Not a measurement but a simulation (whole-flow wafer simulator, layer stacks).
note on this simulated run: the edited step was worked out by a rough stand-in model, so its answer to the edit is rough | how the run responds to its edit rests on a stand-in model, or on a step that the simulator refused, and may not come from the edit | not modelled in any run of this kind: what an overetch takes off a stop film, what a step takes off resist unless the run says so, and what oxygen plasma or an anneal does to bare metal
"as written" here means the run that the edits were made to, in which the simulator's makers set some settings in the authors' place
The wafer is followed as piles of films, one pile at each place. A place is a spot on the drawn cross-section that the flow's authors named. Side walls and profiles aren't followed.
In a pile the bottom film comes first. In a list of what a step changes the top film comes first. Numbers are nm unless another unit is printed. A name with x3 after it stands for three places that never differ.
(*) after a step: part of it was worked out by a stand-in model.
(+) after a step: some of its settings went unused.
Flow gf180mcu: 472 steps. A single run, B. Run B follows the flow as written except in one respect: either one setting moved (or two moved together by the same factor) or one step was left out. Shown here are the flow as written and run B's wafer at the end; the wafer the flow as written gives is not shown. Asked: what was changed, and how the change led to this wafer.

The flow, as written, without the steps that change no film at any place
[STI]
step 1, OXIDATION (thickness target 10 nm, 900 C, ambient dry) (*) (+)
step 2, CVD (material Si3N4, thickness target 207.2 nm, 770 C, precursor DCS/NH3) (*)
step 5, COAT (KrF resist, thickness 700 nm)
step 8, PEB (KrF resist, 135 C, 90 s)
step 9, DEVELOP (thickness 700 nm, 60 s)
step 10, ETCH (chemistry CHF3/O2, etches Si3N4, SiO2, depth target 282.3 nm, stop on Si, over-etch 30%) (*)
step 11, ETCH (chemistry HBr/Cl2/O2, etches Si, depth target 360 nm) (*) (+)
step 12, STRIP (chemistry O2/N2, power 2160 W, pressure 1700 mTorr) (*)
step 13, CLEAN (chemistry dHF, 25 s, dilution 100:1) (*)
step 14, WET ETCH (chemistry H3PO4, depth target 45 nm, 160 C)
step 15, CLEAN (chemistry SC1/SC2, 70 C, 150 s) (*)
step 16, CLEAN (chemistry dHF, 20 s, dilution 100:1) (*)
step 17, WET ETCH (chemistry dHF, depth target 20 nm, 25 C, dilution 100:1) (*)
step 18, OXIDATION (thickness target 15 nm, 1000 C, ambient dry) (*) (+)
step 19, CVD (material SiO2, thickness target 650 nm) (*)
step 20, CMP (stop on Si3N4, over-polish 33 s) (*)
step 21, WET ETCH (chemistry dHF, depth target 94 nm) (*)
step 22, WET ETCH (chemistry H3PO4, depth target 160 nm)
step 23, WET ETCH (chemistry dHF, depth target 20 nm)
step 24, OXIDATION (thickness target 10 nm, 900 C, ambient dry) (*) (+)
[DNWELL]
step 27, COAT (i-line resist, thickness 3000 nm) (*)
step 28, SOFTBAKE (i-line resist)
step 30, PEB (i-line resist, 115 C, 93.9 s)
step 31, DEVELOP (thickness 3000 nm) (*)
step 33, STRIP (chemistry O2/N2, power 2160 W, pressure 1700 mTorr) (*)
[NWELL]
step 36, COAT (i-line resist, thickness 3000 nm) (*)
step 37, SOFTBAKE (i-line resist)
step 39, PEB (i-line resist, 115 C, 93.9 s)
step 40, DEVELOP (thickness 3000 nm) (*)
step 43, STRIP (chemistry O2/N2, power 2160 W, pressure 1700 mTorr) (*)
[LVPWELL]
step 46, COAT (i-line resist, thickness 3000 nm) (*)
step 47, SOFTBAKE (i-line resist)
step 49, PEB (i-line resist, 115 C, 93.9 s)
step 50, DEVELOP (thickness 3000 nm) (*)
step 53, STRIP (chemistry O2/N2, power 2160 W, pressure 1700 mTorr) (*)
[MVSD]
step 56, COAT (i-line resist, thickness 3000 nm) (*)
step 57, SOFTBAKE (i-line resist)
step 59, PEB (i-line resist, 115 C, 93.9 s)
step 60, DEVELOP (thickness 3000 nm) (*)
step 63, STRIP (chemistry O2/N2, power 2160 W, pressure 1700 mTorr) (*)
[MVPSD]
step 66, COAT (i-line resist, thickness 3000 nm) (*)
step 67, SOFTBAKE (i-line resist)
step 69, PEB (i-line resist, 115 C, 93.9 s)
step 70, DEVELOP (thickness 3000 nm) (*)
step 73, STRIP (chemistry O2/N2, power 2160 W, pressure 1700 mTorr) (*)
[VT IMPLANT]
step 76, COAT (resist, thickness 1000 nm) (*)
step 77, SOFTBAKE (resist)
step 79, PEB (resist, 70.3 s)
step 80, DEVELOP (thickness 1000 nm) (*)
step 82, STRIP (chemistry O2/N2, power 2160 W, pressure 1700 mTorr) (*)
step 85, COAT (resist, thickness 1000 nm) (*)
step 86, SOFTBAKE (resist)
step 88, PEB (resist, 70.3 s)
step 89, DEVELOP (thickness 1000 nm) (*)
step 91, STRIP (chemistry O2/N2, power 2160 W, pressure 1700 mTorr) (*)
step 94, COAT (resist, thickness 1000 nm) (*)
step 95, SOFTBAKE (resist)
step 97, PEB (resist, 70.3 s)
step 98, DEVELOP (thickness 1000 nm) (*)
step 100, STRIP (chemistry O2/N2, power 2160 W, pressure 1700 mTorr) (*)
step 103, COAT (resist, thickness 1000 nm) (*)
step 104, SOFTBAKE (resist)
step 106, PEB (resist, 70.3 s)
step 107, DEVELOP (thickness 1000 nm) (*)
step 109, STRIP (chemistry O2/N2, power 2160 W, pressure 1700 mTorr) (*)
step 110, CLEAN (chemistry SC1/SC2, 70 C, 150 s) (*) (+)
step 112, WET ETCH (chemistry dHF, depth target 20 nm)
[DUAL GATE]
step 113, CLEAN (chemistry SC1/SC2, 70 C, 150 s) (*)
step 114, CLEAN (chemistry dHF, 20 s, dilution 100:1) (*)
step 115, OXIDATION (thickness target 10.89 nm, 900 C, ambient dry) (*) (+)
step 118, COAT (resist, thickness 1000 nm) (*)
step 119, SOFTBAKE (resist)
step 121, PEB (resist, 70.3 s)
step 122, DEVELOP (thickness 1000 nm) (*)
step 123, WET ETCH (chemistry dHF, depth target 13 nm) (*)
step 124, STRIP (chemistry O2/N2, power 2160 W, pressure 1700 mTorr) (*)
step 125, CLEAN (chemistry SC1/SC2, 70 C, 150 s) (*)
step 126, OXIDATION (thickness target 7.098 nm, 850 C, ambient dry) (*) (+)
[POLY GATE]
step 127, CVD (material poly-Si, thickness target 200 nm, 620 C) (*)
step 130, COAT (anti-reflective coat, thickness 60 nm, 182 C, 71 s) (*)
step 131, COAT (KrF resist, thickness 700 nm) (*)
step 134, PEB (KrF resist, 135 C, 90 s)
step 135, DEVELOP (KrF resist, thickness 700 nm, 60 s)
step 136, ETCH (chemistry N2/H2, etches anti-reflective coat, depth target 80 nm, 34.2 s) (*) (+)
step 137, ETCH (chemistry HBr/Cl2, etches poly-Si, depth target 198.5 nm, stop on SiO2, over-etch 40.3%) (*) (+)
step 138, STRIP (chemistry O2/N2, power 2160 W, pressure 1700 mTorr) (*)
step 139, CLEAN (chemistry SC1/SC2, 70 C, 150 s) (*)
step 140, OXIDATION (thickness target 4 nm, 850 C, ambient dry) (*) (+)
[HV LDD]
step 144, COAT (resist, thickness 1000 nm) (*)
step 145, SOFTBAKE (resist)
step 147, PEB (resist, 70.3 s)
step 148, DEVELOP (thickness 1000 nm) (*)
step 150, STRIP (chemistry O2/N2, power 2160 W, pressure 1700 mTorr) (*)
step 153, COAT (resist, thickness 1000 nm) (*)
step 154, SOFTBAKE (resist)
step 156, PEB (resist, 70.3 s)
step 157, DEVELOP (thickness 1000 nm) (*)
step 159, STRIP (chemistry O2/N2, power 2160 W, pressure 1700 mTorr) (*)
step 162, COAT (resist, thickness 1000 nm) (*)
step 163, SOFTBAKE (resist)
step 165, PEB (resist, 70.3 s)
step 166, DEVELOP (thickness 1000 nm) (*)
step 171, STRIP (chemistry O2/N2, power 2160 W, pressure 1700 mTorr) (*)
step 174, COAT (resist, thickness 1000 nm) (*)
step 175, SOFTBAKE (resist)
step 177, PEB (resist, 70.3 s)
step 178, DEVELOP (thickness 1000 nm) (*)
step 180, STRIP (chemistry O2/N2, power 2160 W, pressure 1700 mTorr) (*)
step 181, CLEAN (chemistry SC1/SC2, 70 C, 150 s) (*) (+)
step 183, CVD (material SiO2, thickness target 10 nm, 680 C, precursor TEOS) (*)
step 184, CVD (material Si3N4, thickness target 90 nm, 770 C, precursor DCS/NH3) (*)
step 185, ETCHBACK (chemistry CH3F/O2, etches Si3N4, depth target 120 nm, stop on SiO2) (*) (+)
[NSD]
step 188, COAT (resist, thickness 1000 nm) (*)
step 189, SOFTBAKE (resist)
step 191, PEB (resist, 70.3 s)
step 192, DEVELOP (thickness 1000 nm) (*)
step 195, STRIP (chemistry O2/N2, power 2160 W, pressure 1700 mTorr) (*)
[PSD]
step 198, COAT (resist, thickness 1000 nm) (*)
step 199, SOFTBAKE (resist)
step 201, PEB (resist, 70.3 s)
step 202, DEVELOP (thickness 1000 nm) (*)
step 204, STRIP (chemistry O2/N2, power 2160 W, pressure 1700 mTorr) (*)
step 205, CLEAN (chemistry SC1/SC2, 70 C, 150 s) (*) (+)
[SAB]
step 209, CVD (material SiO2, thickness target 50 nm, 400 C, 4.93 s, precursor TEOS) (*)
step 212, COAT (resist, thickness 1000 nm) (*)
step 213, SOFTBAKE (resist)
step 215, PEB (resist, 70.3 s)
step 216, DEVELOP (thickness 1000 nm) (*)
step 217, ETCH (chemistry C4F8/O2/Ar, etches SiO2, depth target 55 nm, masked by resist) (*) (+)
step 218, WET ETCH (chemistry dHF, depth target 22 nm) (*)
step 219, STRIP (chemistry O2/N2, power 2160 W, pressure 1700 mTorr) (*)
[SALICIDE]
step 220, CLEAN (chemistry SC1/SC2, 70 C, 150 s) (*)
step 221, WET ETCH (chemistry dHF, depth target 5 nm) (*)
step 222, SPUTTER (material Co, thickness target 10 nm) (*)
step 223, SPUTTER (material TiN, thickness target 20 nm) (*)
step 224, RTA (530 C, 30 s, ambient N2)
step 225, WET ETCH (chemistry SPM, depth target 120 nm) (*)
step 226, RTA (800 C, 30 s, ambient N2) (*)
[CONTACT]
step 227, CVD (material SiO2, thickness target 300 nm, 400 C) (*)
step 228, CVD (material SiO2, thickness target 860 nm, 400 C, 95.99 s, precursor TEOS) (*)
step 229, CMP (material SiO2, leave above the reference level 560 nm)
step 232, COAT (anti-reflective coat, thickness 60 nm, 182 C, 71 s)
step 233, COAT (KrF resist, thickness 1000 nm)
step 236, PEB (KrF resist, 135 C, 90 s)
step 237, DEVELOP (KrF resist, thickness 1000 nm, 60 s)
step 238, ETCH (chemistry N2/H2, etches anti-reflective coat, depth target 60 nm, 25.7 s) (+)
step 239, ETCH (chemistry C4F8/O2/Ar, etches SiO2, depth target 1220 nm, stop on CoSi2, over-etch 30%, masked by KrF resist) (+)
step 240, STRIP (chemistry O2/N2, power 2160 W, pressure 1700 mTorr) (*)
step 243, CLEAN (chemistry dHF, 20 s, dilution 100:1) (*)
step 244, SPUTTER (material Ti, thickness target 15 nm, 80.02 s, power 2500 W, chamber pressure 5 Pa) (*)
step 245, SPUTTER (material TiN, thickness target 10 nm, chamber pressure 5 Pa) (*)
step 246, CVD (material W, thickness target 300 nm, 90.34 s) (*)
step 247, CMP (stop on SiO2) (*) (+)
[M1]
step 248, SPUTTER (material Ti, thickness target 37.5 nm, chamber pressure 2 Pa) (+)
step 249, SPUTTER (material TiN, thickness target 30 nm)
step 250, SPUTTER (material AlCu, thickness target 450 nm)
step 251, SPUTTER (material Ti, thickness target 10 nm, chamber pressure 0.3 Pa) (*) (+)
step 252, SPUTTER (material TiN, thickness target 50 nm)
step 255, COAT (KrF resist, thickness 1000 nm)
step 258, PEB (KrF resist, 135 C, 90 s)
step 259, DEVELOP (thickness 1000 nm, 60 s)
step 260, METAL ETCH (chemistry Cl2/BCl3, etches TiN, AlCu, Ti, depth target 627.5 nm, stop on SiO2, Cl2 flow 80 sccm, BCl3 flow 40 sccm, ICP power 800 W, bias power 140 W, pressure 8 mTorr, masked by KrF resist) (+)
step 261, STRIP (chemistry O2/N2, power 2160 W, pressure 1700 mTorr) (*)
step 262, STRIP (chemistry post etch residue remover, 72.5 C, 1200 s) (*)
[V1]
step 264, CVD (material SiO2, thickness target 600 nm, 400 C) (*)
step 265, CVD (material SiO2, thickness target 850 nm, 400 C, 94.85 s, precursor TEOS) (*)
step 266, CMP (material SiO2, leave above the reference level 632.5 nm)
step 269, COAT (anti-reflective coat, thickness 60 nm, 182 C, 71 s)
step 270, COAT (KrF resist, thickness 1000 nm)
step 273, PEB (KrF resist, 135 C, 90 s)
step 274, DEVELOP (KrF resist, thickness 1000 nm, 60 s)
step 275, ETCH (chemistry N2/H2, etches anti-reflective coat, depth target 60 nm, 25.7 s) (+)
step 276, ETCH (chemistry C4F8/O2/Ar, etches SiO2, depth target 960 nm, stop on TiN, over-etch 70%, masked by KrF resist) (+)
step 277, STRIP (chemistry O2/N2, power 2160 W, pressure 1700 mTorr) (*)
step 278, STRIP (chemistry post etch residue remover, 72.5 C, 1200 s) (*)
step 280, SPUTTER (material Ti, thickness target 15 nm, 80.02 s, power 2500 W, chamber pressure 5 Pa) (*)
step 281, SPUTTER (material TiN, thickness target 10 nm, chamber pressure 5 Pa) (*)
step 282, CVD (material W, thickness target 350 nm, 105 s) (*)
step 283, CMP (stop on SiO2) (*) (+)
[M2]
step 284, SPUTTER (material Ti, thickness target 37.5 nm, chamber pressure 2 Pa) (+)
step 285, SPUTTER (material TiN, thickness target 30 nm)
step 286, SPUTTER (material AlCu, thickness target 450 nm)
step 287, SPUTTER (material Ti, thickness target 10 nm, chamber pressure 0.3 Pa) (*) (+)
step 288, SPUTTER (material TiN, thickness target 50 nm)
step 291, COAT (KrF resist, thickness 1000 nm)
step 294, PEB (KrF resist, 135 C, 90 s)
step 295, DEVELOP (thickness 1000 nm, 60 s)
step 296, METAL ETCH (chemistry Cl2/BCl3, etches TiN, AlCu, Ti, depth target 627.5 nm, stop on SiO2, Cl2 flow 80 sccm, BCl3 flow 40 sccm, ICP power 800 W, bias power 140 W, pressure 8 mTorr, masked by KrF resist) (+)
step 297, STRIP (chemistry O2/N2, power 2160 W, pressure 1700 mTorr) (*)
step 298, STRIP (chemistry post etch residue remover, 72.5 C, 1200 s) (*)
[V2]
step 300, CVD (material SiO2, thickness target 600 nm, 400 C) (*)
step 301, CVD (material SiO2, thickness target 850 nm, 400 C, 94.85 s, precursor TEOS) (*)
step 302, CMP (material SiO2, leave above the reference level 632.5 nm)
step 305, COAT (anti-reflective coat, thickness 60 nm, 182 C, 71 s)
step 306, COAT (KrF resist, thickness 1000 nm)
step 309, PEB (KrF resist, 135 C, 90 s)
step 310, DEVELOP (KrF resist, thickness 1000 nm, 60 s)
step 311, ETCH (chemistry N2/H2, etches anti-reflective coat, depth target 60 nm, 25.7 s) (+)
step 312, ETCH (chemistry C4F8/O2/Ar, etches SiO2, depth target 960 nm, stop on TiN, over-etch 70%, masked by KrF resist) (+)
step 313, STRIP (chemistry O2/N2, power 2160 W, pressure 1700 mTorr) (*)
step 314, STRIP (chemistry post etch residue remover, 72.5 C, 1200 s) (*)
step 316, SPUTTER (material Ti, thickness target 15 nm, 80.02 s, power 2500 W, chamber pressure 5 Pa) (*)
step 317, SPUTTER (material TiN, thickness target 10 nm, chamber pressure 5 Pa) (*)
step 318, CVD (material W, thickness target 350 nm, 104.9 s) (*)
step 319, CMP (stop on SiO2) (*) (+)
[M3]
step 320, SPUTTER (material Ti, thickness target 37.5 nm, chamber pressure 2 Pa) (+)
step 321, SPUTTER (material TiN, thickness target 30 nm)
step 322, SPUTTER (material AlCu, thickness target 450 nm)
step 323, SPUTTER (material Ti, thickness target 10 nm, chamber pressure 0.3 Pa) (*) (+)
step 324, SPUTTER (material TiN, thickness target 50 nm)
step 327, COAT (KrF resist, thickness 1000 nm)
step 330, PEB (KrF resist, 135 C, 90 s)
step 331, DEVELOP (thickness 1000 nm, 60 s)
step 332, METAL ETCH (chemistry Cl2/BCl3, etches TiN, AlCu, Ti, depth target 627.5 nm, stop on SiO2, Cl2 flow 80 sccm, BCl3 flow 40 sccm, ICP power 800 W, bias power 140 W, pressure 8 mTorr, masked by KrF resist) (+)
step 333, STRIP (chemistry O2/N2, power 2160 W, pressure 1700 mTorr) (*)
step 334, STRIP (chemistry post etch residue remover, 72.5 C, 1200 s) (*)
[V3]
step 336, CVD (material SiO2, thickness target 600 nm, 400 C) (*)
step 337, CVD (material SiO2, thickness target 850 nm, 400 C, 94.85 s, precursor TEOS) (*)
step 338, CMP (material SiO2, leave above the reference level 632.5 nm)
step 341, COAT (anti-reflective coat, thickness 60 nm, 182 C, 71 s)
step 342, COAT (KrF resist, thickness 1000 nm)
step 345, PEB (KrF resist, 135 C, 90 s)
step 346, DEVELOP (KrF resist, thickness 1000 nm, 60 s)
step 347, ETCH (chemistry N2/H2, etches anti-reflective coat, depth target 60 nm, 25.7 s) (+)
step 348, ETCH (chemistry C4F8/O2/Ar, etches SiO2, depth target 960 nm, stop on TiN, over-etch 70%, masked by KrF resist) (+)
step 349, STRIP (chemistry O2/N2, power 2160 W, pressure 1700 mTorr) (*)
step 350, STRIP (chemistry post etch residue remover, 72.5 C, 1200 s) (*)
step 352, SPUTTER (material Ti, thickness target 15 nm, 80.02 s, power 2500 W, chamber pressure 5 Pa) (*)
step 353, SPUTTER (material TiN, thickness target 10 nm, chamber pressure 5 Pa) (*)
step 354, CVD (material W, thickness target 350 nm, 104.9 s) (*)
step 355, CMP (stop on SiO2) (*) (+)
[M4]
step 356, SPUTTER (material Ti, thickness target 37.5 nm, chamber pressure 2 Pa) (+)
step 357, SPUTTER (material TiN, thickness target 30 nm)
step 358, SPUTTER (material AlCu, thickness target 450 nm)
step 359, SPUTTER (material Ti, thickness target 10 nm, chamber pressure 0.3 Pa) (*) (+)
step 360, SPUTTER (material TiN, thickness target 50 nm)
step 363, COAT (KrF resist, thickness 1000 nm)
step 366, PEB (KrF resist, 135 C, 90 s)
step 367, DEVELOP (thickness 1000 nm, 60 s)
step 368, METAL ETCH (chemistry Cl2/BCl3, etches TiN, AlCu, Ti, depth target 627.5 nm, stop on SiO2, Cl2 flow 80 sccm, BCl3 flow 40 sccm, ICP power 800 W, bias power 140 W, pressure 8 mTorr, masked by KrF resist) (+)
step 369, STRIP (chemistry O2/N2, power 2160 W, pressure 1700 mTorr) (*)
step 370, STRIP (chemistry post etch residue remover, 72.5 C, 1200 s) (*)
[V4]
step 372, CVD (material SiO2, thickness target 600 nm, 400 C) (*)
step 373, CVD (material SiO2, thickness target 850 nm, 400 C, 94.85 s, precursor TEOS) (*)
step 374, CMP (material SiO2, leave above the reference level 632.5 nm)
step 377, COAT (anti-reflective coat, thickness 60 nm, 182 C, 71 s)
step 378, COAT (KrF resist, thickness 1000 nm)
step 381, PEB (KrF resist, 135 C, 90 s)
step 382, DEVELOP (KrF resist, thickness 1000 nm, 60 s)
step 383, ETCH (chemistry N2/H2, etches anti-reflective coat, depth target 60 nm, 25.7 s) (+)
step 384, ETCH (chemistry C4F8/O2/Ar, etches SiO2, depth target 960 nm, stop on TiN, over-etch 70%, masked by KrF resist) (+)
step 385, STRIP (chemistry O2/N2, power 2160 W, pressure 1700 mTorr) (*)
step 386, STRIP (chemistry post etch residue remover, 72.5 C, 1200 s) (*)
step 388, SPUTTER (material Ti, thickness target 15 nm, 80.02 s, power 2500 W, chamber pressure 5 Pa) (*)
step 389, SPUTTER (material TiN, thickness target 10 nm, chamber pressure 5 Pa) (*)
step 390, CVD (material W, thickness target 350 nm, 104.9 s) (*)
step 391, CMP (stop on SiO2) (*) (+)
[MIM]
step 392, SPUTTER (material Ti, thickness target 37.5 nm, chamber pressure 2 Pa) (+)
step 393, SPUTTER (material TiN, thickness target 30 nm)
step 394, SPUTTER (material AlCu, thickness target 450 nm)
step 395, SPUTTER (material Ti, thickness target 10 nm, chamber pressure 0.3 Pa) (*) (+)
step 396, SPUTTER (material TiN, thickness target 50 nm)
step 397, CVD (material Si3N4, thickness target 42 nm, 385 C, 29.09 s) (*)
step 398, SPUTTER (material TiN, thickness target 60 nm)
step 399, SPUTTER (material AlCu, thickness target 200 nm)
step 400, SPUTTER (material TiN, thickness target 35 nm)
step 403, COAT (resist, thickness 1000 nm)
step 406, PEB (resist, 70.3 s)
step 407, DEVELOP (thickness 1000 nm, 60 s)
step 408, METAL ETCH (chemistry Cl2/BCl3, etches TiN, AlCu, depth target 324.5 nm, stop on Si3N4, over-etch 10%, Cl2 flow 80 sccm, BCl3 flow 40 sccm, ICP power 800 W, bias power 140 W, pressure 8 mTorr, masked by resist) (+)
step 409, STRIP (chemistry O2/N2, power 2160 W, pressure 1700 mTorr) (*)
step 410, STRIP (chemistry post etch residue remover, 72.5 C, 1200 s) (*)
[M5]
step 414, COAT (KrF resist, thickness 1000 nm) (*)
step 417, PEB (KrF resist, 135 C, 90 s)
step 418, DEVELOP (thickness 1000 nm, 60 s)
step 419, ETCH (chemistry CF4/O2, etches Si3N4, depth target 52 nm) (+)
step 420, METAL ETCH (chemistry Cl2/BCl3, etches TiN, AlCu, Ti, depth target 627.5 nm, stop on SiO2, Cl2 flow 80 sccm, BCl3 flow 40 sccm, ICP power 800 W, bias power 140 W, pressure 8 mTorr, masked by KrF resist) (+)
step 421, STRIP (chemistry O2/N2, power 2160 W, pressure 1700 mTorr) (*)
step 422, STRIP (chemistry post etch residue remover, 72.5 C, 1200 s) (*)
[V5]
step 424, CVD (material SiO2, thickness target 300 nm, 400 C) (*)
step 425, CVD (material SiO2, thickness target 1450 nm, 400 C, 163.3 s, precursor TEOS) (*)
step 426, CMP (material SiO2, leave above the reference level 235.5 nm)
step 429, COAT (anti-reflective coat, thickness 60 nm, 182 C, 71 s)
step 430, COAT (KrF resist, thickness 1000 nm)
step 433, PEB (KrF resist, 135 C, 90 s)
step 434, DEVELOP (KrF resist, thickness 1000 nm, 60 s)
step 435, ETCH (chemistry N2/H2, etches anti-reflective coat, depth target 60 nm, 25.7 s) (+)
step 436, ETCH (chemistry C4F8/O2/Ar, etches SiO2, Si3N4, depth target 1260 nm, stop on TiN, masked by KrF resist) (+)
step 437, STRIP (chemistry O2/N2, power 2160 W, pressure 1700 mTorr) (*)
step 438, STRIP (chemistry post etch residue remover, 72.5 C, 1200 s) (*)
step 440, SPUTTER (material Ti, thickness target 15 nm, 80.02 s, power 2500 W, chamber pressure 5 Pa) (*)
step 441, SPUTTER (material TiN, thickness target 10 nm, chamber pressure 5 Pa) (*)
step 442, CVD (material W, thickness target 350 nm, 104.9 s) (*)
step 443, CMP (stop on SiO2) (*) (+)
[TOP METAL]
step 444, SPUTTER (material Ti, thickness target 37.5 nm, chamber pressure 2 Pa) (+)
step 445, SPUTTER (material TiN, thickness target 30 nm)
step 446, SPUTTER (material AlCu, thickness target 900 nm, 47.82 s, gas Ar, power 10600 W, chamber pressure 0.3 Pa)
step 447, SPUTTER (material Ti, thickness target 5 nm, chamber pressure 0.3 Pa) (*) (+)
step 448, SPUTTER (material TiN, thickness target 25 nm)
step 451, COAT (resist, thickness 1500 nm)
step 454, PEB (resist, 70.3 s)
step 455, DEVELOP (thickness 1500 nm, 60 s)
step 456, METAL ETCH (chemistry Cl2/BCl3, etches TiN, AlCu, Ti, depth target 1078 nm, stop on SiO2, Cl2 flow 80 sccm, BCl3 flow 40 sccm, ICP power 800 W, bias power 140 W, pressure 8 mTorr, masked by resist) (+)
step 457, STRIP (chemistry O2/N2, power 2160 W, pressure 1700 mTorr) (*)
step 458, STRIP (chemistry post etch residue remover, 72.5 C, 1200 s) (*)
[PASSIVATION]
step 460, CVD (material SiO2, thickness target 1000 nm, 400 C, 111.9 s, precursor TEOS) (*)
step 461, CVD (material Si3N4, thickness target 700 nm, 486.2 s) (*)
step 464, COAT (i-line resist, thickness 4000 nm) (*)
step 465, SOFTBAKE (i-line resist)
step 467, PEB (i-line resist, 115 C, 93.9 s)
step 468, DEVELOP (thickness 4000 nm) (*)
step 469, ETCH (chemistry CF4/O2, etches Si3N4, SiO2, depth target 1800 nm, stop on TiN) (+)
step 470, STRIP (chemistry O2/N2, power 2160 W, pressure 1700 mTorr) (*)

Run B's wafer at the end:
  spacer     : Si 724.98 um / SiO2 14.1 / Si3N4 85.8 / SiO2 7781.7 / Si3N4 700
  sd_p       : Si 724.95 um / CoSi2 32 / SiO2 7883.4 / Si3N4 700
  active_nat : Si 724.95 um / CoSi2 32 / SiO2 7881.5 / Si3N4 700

What caused this: step 183, CVD: thickness target 6.9 nm was run, though the flow has thickness target 10 nm.

Step by step, how the change led to this:
  step 183, CVD (material SiO2, thickness target 10 nm, 680 C, precursor TEOS) (*)
      field, field__w1, field__w2 and 99 more: SiO2 gains 6.9 (in the flow as written it would be: SiO2 gains 10)
      ld_drift_p: SiO2 gains 6.81 (in the flow as written it would be: SiO2 gains 9.87)
      (also at 1 further place)
  step 189, SOFTBAKE (resist)
      field: resist loses 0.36 (in the flow as written it would be: resist gains 3.56)
      active_hv: resist loses 0.53 (in the flow as written it would be: resist gains 2.68)
      (also at 3 further places)
  step 199, SOFTBAKE (resist)
      field: resist loses 0.36 (in the flow as written it would be: resist gains 3.56)
      active_hv: resist loses 0.53 (in the flow as written it would be: resist gains 2.68)
      (also at 3 further places)
  step 218, WET ETCH (chemistry dHF, depth target 22 nm) (*)
      gate, gate_hv, gate_p and 23 more: SiO2 loses 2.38 (all of it) (in the flow as written it would be: SiO2 loses 5.48 (all of it))
      active, p_well, sd_n, iso_ptap_pw, iso_ntap_nw, iso_ptap_sub, vpnp_e: SiO2 loses 5.91 (all of it) (in the flow as written it would be: SiO2 loses 9.01 (all of it))
      (also at 16 further places)
